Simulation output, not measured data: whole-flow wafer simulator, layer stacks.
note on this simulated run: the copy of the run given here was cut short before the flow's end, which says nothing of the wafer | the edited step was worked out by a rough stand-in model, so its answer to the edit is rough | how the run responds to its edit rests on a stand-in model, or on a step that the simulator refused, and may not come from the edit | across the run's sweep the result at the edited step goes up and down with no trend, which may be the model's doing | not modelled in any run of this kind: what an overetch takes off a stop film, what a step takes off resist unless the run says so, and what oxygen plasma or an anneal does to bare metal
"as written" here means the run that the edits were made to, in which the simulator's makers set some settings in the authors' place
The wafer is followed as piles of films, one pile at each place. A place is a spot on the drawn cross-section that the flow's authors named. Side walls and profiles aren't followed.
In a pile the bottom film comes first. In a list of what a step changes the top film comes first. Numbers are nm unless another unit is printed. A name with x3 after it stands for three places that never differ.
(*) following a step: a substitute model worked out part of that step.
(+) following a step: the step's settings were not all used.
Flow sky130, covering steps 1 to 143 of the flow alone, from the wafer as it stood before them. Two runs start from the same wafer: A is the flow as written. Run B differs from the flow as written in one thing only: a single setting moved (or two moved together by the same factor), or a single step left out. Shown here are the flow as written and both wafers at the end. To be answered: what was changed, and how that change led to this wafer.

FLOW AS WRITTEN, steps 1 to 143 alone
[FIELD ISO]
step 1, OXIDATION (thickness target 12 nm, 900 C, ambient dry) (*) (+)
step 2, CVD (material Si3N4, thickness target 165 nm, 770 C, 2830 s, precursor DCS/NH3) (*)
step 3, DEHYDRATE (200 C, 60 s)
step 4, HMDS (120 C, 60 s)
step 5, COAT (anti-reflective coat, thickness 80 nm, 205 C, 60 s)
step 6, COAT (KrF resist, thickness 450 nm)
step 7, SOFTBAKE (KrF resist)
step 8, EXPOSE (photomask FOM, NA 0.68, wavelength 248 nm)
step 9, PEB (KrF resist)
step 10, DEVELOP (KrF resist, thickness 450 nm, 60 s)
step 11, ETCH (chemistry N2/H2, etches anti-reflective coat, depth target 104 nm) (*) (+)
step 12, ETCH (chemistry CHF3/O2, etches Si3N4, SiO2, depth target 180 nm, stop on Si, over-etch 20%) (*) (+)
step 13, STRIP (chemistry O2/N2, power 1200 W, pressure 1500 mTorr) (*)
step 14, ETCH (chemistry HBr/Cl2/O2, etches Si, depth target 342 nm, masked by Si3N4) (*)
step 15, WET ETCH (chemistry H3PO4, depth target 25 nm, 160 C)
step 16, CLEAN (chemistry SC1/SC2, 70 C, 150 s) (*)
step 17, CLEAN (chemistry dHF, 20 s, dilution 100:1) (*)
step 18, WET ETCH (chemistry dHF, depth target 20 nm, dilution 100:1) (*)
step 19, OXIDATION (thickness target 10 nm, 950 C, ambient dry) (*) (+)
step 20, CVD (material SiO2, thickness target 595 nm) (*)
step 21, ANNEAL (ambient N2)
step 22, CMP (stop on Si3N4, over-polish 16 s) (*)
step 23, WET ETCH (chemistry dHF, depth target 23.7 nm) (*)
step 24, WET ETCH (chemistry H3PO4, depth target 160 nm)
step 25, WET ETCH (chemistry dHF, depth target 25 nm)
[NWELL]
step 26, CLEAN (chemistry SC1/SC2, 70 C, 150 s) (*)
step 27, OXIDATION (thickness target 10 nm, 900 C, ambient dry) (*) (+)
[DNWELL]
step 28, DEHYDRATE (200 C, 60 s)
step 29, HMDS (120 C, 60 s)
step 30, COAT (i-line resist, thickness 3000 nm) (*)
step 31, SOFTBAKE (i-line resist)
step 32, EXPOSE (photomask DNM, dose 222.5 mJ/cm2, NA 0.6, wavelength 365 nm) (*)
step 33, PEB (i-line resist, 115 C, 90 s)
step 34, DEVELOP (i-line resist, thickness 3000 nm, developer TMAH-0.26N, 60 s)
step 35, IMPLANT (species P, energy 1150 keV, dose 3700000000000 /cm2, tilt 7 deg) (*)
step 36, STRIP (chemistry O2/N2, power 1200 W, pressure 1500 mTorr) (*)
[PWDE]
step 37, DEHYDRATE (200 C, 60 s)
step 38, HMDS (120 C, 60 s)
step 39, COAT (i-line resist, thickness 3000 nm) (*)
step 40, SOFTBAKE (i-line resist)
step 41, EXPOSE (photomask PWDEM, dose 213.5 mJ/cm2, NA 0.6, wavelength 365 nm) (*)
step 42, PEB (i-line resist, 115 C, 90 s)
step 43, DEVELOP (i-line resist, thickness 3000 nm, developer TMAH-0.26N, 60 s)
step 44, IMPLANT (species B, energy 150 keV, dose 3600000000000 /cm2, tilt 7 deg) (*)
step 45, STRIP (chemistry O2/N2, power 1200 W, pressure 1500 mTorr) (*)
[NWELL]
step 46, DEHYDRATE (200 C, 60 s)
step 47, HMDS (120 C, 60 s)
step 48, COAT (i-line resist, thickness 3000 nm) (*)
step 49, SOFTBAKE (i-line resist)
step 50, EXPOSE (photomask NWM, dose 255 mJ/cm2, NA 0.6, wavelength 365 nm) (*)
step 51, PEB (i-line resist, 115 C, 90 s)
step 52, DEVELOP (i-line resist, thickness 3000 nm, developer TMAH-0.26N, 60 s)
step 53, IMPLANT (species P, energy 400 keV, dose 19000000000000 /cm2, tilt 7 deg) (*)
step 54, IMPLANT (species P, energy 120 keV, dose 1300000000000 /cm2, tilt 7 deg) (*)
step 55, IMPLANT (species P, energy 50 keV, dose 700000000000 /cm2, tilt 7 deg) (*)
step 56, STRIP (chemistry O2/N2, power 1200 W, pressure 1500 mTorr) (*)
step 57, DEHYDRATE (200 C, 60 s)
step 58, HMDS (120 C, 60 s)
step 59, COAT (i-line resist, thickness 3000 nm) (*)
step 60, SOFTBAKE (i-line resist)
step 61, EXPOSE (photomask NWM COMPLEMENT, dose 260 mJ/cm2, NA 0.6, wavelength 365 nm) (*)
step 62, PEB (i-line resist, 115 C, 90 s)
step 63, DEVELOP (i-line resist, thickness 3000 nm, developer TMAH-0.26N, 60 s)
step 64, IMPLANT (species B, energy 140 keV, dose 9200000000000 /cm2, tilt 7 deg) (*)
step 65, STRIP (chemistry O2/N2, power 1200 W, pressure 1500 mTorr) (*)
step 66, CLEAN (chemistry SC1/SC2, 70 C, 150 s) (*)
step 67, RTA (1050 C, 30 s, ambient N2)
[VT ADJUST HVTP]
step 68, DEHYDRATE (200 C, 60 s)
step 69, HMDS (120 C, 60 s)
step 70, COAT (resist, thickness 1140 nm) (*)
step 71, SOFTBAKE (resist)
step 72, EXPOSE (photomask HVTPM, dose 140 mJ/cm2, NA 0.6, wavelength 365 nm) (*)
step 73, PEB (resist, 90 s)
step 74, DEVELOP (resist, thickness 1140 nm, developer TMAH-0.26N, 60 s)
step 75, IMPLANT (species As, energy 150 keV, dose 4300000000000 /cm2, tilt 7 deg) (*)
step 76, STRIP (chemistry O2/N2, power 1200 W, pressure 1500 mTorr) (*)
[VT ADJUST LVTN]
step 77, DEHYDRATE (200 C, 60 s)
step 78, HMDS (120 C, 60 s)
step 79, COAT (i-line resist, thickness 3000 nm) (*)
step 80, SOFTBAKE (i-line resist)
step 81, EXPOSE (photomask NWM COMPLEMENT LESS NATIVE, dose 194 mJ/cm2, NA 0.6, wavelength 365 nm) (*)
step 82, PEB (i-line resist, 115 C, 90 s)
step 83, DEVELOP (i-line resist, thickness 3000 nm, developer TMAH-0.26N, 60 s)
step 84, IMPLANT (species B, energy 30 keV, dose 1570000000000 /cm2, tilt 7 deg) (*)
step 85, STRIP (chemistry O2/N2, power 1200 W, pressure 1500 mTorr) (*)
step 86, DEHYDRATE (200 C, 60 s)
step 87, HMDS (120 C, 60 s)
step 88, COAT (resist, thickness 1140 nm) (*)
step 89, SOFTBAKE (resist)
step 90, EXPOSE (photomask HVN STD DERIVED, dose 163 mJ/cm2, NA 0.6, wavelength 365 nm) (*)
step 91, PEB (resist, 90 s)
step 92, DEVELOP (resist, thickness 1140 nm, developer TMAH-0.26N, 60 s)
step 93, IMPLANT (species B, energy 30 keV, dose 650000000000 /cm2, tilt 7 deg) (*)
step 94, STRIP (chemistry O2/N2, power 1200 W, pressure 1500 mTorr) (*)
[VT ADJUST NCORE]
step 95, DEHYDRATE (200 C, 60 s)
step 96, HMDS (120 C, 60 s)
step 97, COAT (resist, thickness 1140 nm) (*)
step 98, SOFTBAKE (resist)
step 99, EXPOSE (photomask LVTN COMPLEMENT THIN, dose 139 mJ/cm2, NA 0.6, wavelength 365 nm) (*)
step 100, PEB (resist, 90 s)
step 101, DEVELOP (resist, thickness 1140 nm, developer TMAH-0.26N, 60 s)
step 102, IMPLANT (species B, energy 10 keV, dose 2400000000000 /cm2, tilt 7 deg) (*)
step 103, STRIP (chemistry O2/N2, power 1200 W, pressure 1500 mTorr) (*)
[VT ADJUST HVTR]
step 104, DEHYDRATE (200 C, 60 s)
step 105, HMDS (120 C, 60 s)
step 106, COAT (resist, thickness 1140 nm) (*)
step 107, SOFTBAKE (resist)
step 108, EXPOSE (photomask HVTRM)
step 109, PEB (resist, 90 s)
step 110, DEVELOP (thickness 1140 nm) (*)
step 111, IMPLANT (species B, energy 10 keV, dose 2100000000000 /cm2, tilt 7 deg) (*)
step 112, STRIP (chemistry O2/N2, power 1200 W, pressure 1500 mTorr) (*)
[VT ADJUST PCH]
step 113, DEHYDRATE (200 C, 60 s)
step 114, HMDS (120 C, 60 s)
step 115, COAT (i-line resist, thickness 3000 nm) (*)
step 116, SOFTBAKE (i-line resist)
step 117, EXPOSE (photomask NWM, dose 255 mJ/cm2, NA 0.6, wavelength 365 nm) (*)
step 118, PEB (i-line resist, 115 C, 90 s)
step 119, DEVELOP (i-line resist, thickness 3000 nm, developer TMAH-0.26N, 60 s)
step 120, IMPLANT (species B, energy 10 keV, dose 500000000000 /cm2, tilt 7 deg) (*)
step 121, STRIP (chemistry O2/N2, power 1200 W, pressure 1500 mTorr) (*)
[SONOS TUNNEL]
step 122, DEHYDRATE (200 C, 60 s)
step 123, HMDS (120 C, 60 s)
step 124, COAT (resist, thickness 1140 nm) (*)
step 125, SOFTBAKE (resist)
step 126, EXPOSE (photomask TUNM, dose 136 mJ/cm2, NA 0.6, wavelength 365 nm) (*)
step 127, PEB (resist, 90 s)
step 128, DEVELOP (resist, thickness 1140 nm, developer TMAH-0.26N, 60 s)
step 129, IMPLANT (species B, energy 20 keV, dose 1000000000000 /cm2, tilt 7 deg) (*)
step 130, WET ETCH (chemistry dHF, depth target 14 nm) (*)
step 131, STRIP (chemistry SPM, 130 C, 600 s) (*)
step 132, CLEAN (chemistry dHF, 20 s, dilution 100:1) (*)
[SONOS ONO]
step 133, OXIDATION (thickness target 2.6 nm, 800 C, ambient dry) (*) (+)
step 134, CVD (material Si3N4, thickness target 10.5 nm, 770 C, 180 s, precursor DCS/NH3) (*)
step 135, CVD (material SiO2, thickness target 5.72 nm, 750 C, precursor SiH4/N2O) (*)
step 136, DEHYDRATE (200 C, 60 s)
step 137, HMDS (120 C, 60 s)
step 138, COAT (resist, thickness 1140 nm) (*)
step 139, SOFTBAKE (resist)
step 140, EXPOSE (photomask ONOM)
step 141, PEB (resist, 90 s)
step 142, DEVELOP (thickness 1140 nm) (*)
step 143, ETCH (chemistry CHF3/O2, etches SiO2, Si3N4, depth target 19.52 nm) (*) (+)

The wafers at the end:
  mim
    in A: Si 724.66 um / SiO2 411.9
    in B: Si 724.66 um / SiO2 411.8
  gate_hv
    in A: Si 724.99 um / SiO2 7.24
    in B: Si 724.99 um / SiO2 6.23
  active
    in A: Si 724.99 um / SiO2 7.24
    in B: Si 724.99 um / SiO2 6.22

Cause: step 133, OXIDATION: thickness target 2.79 nm was run, while the flow as written has thickness target 2.6 nm.

The path from the change to this, step by step:
  step 133, OXIDATION (thickness target 2.6 nm, 800 C, ambient dry) (*) (+)
      active, p_well x5, gate and 67 more: A +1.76 SiO2, -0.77 Si | B +0.74 SiO2, -0.33 Si
      nwell_res, pplus_nw, gate_p and 22 more: A +1.77 SiO2, -0.78 Si | B +0.75 SiO2, -0.33 Si
